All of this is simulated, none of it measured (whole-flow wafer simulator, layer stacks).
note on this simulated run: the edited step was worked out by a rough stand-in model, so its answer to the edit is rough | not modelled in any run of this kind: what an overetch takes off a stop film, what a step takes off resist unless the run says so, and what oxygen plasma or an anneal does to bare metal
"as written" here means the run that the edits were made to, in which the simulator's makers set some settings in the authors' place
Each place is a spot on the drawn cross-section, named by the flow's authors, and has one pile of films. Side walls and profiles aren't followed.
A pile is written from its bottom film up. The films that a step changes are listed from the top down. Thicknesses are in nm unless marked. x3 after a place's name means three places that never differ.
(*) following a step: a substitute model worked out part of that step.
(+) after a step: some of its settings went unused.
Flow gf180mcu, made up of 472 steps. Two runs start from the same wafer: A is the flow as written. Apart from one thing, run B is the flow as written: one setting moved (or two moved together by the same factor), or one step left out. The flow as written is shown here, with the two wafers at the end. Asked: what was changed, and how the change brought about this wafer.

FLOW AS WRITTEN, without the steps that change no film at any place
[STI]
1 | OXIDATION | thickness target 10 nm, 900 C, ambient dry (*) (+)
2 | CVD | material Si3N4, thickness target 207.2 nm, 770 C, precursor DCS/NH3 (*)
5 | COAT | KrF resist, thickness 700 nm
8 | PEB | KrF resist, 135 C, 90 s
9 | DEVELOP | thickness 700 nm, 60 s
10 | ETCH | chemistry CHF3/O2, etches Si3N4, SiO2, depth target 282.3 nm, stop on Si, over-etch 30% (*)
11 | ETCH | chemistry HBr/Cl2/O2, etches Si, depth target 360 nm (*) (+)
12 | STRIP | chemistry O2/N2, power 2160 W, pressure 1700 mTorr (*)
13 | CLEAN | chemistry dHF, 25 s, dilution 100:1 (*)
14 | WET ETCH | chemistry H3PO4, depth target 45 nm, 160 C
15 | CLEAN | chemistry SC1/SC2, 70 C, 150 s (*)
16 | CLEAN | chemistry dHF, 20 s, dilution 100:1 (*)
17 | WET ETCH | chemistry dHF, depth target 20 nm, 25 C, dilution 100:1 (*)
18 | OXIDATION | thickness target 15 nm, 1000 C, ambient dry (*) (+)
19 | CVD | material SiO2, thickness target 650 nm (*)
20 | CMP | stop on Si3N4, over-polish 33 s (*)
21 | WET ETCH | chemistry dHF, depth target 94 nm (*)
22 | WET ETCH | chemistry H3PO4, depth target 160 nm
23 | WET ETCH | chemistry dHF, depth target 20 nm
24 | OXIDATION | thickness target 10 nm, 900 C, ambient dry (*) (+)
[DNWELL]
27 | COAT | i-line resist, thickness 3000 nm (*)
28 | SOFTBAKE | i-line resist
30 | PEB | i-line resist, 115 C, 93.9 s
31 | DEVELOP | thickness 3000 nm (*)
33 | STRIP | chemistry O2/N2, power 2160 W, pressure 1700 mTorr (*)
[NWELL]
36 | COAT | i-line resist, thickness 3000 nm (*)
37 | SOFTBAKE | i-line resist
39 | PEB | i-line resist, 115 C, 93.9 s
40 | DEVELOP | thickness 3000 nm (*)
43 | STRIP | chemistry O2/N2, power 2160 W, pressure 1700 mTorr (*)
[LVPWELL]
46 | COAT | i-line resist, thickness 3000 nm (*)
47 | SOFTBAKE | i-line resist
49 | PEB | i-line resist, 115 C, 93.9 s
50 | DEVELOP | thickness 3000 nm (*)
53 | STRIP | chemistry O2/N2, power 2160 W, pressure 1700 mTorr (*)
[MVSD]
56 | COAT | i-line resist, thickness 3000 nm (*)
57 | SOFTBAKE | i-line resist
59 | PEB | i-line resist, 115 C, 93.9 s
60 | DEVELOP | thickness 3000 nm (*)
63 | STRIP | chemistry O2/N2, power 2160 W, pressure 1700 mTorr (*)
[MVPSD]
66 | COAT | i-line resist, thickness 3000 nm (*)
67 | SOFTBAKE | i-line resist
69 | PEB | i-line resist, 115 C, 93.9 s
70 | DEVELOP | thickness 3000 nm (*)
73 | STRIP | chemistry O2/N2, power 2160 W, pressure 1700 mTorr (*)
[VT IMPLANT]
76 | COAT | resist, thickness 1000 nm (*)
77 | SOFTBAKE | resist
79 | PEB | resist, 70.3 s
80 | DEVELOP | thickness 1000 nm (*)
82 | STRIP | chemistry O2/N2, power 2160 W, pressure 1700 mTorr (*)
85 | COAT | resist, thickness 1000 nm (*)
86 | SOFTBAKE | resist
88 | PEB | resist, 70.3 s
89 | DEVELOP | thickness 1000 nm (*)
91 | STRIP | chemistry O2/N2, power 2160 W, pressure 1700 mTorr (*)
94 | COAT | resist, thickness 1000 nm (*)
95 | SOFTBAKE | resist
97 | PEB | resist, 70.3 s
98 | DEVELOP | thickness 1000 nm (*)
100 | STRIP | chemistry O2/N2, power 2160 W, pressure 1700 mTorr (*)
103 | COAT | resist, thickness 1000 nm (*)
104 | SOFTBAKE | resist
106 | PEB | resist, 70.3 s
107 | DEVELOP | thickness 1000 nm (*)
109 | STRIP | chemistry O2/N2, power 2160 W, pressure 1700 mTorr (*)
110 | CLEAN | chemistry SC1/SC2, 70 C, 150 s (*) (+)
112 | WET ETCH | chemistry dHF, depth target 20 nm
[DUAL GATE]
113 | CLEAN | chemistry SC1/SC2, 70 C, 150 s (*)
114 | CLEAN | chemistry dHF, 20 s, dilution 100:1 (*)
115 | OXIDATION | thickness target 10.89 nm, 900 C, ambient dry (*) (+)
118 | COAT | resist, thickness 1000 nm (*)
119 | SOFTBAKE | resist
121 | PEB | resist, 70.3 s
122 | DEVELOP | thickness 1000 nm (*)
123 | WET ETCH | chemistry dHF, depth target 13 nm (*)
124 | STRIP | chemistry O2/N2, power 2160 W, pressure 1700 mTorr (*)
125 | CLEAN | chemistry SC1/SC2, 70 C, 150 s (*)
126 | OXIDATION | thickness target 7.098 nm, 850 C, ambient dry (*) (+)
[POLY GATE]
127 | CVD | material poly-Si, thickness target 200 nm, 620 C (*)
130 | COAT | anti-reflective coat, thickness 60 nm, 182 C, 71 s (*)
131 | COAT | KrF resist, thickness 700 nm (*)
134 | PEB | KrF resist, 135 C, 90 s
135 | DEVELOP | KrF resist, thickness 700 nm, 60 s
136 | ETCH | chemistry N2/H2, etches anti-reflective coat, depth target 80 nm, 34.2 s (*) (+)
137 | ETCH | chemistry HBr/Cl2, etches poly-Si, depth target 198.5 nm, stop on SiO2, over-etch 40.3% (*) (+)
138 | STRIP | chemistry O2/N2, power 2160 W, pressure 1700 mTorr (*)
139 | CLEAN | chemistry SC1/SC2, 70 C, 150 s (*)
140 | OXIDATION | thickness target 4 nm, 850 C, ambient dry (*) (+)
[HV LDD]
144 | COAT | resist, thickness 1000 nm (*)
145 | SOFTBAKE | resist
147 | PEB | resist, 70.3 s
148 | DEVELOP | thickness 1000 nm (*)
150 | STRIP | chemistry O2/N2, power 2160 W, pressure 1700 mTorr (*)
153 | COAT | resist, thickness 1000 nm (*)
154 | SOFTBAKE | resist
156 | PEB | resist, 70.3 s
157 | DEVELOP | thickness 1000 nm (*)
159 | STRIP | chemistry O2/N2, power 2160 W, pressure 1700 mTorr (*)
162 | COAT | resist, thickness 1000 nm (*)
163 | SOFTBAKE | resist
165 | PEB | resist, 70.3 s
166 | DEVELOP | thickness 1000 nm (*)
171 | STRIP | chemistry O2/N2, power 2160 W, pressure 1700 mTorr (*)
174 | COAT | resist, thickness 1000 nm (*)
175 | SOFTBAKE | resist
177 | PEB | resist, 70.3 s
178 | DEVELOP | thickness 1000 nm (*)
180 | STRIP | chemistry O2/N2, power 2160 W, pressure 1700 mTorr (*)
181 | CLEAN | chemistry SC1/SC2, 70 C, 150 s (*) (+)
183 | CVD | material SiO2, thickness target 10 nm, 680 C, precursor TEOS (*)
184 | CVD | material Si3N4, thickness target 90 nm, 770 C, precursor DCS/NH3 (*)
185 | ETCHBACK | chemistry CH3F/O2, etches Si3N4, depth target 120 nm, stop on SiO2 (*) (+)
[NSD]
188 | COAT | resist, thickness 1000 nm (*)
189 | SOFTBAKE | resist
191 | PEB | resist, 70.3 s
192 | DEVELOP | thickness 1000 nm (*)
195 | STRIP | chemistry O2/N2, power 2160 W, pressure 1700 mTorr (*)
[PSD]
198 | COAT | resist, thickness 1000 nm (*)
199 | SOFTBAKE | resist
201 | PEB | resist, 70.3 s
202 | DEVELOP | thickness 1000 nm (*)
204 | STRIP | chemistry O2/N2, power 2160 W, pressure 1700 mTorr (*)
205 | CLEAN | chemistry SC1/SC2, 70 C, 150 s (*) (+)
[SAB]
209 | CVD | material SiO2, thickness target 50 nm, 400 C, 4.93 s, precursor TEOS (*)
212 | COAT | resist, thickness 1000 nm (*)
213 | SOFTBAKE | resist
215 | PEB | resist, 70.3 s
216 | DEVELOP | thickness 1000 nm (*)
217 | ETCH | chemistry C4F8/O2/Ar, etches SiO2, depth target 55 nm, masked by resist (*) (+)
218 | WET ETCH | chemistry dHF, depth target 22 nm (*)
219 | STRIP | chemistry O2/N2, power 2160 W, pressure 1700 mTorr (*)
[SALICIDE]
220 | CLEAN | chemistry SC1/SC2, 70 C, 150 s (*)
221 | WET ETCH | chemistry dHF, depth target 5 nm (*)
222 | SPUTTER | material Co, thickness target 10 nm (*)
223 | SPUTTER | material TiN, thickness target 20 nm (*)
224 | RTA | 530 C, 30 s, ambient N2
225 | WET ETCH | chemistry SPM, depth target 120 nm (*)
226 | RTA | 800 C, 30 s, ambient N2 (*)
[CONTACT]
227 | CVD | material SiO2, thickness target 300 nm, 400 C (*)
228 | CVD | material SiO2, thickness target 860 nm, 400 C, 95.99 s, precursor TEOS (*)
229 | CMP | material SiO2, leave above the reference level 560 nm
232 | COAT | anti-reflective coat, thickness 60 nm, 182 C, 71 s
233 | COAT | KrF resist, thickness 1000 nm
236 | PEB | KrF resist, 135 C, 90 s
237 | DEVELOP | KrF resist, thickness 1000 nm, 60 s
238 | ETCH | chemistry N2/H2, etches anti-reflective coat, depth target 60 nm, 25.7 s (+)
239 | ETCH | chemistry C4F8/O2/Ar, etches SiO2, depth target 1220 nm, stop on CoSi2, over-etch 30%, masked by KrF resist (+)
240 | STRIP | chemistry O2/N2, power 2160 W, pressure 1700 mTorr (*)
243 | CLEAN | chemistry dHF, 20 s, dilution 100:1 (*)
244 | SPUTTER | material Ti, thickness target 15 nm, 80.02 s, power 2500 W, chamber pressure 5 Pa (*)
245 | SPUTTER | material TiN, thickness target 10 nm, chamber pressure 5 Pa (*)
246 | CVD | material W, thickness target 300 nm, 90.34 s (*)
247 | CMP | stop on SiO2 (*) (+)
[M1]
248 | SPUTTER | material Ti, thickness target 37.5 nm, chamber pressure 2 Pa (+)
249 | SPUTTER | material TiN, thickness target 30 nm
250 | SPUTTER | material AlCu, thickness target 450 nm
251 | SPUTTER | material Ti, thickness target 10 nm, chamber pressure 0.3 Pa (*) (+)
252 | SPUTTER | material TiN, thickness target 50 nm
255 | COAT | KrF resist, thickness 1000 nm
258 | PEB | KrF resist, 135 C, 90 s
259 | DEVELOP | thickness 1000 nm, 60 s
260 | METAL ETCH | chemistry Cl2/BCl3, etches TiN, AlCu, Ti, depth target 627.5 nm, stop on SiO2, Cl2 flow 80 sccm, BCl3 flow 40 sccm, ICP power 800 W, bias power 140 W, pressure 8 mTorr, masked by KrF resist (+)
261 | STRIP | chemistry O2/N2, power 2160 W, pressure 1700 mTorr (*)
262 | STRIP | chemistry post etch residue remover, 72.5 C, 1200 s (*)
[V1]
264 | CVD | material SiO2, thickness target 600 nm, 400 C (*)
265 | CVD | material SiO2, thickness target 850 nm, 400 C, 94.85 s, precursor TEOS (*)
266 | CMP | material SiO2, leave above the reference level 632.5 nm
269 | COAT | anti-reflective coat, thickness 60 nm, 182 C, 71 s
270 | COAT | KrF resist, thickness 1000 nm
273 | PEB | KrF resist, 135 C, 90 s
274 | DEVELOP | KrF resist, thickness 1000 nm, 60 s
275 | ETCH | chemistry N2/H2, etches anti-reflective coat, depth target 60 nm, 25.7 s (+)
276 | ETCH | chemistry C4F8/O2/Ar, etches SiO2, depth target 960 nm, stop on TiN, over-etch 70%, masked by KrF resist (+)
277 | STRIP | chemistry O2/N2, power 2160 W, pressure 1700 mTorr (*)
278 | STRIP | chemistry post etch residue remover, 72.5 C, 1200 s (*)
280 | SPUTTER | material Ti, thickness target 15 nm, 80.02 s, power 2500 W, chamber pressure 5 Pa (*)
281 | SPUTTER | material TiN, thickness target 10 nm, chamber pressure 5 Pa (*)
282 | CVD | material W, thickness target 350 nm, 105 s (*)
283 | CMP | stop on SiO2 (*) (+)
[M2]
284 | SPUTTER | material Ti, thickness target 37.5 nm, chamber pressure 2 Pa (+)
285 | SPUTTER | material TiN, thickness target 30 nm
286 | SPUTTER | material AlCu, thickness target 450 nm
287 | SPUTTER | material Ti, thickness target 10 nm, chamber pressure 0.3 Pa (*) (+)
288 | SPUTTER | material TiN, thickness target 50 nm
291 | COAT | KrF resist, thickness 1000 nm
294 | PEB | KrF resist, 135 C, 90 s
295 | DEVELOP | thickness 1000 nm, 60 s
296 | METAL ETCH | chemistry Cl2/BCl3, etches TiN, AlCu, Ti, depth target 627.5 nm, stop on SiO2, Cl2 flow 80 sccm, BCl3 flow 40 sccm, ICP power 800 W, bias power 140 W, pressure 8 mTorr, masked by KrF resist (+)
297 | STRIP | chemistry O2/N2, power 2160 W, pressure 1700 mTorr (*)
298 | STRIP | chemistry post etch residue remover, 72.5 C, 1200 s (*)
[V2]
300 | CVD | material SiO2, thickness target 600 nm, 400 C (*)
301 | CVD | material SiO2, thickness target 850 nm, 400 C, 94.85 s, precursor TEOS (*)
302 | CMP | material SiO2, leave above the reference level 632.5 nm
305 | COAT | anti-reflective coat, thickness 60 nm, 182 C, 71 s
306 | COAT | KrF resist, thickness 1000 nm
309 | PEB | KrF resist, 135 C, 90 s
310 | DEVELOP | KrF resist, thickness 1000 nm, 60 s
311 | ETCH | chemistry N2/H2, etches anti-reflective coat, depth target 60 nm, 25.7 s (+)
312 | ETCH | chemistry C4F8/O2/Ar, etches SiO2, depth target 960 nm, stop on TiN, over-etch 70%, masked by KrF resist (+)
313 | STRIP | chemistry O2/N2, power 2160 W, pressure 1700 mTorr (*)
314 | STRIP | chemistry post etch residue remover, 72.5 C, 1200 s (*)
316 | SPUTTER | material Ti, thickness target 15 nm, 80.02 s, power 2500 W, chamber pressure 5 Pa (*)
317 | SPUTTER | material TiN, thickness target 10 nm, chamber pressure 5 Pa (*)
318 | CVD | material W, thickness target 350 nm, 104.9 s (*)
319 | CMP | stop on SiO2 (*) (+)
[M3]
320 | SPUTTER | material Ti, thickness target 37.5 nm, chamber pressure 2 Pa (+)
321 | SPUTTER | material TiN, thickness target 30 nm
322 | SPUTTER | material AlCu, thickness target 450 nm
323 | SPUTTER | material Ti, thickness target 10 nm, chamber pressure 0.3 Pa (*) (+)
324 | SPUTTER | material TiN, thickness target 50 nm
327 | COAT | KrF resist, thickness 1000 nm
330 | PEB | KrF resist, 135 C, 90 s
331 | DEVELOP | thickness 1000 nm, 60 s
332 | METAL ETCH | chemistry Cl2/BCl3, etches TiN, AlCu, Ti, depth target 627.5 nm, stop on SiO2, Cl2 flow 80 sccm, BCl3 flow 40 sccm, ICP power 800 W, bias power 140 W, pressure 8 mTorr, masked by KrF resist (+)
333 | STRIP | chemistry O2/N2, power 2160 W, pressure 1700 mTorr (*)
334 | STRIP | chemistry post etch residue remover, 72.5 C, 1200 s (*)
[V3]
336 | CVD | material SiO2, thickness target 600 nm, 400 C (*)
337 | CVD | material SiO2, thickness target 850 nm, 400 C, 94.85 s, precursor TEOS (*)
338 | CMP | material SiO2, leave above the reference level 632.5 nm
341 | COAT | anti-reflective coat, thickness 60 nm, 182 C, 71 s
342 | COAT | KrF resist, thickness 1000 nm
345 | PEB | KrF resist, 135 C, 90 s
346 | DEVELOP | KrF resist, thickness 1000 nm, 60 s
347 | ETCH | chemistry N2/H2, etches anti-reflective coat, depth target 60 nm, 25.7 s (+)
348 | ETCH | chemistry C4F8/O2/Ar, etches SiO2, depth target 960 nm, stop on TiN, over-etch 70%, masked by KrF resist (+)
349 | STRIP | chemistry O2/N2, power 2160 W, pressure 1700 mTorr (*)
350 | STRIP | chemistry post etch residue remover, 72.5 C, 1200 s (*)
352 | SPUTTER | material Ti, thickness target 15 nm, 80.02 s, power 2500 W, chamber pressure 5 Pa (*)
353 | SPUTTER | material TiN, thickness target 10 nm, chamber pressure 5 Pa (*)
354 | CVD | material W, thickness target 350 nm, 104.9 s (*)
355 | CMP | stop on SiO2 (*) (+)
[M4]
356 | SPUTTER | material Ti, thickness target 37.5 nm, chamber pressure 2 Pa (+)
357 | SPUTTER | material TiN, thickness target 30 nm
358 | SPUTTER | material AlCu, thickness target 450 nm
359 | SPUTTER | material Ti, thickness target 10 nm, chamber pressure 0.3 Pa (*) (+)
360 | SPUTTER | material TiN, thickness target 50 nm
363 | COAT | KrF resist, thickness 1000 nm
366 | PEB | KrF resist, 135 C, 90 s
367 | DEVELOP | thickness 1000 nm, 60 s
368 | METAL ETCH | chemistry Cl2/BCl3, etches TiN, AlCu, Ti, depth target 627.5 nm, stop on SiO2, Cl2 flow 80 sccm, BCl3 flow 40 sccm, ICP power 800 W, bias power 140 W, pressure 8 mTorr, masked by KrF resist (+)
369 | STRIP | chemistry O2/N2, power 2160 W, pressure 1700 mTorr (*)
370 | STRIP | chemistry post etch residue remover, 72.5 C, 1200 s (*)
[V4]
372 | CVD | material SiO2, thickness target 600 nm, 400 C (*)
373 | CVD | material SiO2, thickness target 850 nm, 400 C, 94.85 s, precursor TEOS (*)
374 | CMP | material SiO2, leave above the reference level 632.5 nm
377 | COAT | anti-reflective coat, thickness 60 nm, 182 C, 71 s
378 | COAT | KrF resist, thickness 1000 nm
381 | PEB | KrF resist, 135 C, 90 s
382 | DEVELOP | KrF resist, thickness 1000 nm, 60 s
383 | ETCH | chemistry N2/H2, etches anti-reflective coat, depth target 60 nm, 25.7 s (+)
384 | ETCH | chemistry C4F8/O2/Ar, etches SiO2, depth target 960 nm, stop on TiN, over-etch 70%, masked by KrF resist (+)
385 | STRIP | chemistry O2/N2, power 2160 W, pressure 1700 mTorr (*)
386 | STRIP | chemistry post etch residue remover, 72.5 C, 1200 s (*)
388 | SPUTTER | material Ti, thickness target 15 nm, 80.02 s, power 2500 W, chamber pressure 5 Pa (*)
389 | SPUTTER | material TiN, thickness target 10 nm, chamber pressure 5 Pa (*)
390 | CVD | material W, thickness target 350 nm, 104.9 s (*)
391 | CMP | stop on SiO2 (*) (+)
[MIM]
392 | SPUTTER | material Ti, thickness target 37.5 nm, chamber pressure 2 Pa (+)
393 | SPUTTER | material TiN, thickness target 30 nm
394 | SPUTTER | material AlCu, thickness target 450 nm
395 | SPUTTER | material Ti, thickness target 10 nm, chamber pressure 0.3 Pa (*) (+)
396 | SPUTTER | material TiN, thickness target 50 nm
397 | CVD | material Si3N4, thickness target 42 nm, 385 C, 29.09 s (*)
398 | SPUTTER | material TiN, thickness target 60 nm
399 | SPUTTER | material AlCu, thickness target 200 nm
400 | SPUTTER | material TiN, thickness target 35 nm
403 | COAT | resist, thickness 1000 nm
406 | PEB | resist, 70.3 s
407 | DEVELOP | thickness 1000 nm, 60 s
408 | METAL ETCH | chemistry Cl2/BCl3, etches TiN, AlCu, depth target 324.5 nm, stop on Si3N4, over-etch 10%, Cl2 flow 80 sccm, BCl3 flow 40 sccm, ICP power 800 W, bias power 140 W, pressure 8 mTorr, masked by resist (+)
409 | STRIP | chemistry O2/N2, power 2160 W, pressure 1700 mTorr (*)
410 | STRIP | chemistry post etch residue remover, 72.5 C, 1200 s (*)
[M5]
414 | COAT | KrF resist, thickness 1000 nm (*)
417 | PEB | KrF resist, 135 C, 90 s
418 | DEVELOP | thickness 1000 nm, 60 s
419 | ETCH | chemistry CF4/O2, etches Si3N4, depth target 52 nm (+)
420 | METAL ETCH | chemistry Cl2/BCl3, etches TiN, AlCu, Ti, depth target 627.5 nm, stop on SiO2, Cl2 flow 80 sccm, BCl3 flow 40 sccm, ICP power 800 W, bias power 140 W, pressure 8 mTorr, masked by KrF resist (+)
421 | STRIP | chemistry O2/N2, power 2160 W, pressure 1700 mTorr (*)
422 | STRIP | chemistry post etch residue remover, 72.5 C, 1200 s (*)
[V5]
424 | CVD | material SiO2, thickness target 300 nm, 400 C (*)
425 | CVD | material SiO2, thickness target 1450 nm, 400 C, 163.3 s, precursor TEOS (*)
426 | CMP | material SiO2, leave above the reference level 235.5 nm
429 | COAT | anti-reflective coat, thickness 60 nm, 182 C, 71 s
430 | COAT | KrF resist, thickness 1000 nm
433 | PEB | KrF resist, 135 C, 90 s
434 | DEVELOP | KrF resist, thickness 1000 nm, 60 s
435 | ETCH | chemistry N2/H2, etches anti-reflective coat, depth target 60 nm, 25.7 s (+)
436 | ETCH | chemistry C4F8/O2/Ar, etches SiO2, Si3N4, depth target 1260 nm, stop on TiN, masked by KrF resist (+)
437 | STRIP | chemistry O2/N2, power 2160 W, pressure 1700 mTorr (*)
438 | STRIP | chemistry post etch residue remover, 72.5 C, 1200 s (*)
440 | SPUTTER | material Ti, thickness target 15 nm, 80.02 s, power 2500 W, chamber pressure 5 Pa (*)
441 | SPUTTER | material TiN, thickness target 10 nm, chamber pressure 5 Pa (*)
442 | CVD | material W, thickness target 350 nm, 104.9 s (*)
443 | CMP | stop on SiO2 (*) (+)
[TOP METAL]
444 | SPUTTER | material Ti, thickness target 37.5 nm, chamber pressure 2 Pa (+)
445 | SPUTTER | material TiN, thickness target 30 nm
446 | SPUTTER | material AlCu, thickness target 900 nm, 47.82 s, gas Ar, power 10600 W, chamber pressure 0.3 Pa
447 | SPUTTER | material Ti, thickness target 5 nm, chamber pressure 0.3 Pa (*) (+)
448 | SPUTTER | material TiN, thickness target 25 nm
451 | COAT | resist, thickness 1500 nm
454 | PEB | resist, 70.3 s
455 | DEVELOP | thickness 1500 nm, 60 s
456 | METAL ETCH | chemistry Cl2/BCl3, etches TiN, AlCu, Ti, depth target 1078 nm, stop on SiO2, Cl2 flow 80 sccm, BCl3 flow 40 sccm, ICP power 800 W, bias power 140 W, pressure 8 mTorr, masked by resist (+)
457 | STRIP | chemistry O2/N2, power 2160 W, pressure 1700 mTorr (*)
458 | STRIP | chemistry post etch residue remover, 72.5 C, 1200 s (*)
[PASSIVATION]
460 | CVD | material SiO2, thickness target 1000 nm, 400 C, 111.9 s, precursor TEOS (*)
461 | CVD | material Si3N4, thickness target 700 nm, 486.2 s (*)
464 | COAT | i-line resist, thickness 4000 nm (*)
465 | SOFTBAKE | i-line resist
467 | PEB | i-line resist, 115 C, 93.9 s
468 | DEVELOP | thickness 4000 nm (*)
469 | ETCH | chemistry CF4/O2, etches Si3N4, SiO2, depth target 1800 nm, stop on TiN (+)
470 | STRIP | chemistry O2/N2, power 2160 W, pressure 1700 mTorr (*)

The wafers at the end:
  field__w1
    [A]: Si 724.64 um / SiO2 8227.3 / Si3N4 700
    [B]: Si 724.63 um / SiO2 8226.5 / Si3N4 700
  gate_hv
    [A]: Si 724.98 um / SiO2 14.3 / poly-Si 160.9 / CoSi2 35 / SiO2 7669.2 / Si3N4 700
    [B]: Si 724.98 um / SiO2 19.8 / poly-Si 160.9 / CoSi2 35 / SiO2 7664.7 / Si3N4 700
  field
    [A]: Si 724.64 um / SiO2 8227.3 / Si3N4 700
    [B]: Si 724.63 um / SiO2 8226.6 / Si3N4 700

What caused this: step 115, OXIDATION: thickness target 16.98 nm was run, while the flow as written has thickness target 10.89 nm.

Step by step, how the change led to this:
  115 | OXIDATION | thickness target 10.89 nm, 900 C, ambient dry (*) (+)
      active, n_well, p_well and 40 more: A +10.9 SiO2 (new film), -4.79 Si | B +17 SiO2 (new film), -7.47 Si
      sti, mim_1p0, pad and 19 more: A +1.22 SiO2, -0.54 Si | B +2.46 SiO2, -1.08 Si
      (as well as at 27 more places)
  123 | WET ETCH | chemistry dHF, depth target 13 nm (*)
      active, n_well, p_well and 12 more: A -10.9 SiO2 (all of it) | B -13 SiO2
  124 | STRIP | chemistry O2/N2, power 2160 W, pressure 1700 mTorr (*)
      active, n_well, p_well and 12 more: A +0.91 chemical SiO2 (new film), -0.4 Si | B nothing
  126 | OXIDATION | thickness target 7.098 nm, 850 C, ambient dry (*) (+)
      active, n_well, p_well and 12 more: A +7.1 SiO2 (new film), -0.76 chemical SiO2 (all of it), -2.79 Si | B +4.65 SiO2, -2.05 Si
      gate_hv, active_hv, active_nat and 25 more: A +3.72 SiO2, -1.64 Si | B +3.18 SiO2, -1.4 Si
  130 | COAT | anti-reflective coat, thickness 60 nm, 182 C, 71 s (*)
      ldn_fp, ldp_fp: A +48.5 anti-reflective coat (new film) | B +49.7 anti-reflective coat (new film)
      ldn_dft, ldp_dft: A +48.7 anti-reflective coat (new film) | B +49.9 anti-reflective coat (new film)
      (as well as at 9 more places)
  136 | ETCH | chemistry N2/H2, etches anti-reflective coat, depth target 80 nm, 34.2 s (*) (+)
      ldn_dft, ldp_dft: A -48.7 anti-reflective coat (all of it), -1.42 poly-Si | B -49.9 anti-reflective coat (all of it), -1.39 poly-Si
      field__w6: A -55.2 anti-reflective coat (all of it), -1.25 poly-Si | B -56.6 anti-reflective coat (all of it), -1.21 poly-Si
      (as well as at 5 more places)
  138 | STRIP | chemistry O2/N2, power 2160 W, pressure 1700 mTorr (*)
      ld_fp_n: A +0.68 chemical SiO2 (new film), -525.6 KrF resist (all of it), -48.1 anti-reflective coat (all of it), -0.3 poly-Si | B +0.68 chemical SiO2 (new film), -525.6 KrF resist (all of it), -49.1 anti-reflective coat (all of it), -0.3 poly-Si
      ld_fp_p: A +0.68 chemical SiO2 (new film), -526.2 KrF resist (all of it), -47.8 anti-reflective coat (all of it), -0.3 poly-Si | B +0.68 chemical SiO2 (new film), -525.9 KrF resist (all of it), -49.2 anti-reflective coat (all of it), -0.3 poly-Si
      (as well as at 3 more places)
  189 | SOFTBAKE | resist
      field__w9: A +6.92 resist | B -3.06 resist
      active_nat: A +5.49 resist | B +9.35 resist
  199 | SOFTBAKE | resist
      field__w9: A +6.92 resist | B -3.06 resist
      active_nat: A +5.49 resist | B +9.35 resist
  218 | WET ETCH | chemistry dHF, depth target 22 nm (*)
      active, p_well, sd_n, iso_ptap_pw, iso_ntap_nw, iso_ptap_sub, vpnp_e: A -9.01 SiO2 (all of it) | B -10.2 SiO2 (all of it)
      ldn_tap, ldn_src, ldn_drn, ldp_tap, ldp_src, ldp_drn, ldp_gr: A -16 SiO2 (all of it) | B -21.4 SiO2 (all of it)
      (as well as at 9 more places)
